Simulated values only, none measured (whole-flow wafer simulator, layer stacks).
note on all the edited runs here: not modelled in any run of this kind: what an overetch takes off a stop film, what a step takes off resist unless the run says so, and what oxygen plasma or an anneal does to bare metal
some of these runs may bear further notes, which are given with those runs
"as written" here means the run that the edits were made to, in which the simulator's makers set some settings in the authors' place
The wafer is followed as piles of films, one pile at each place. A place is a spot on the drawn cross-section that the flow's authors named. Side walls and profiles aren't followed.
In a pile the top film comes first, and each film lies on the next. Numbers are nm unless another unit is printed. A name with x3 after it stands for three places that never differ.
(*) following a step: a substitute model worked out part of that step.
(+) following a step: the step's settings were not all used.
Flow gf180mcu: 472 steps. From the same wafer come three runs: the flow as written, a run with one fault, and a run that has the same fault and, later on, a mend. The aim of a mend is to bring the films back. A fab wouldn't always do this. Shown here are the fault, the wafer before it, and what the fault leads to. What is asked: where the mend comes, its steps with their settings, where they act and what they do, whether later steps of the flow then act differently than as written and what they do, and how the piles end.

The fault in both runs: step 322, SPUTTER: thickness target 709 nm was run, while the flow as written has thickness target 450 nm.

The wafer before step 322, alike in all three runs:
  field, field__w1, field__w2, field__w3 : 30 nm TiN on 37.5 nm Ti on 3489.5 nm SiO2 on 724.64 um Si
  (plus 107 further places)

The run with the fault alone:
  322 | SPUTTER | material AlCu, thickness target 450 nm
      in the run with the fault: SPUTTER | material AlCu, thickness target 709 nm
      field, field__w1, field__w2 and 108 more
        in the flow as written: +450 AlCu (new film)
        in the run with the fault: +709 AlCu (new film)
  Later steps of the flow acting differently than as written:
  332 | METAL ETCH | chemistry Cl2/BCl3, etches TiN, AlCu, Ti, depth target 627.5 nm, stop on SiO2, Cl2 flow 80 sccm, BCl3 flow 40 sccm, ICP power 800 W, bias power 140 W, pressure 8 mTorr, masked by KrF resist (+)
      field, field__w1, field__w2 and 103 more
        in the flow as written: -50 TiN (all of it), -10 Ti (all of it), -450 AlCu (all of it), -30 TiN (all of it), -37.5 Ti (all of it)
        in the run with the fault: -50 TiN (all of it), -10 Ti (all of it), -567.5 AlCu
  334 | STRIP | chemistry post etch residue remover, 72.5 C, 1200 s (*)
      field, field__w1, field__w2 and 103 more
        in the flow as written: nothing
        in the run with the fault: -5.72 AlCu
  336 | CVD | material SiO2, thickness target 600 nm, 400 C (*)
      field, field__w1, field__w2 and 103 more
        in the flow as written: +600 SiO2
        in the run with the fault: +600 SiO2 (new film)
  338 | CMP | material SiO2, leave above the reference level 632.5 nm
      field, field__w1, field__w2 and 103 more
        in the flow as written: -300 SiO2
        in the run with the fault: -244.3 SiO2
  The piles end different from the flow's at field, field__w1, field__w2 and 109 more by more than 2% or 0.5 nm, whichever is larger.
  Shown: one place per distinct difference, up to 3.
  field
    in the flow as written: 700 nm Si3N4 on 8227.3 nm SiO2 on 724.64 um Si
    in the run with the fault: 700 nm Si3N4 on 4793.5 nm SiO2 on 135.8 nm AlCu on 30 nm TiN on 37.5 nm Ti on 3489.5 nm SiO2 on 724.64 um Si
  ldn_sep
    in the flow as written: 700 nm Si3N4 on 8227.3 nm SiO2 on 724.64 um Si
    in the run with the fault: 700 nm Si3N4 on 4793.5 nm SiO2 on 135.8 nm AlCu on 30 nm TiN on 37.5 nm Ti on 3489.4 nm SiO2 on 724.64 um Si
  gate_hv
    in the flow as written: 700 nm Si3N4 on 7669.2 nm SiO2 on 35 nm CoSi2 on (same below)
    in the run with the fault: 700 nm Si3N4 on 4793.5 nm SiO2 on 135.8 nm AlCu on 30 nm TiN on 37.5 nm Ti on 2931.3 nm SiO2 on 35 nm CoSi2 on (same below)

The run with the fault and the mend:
  The mend stands after step 322.
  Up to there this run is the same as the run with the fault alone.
  322a | METAL ETCH | chemistry Cl2/BCl3, etches TiN, AlCu, Ti, depth target 259 nm, Cl2 flow 80 sccm, BCl3 flow 40 sccm, ICP power 800 W, bias power 140 W, pressure 8 mTorr (the flow's step 260 again, with other settings)
      field, field__w1, field__w2 and 108 more
        -259 AlCu
  Every later step of the flow that is run acts as written at every place that is followed.
  By the end, the piles equal the flow's at every place that both follow.
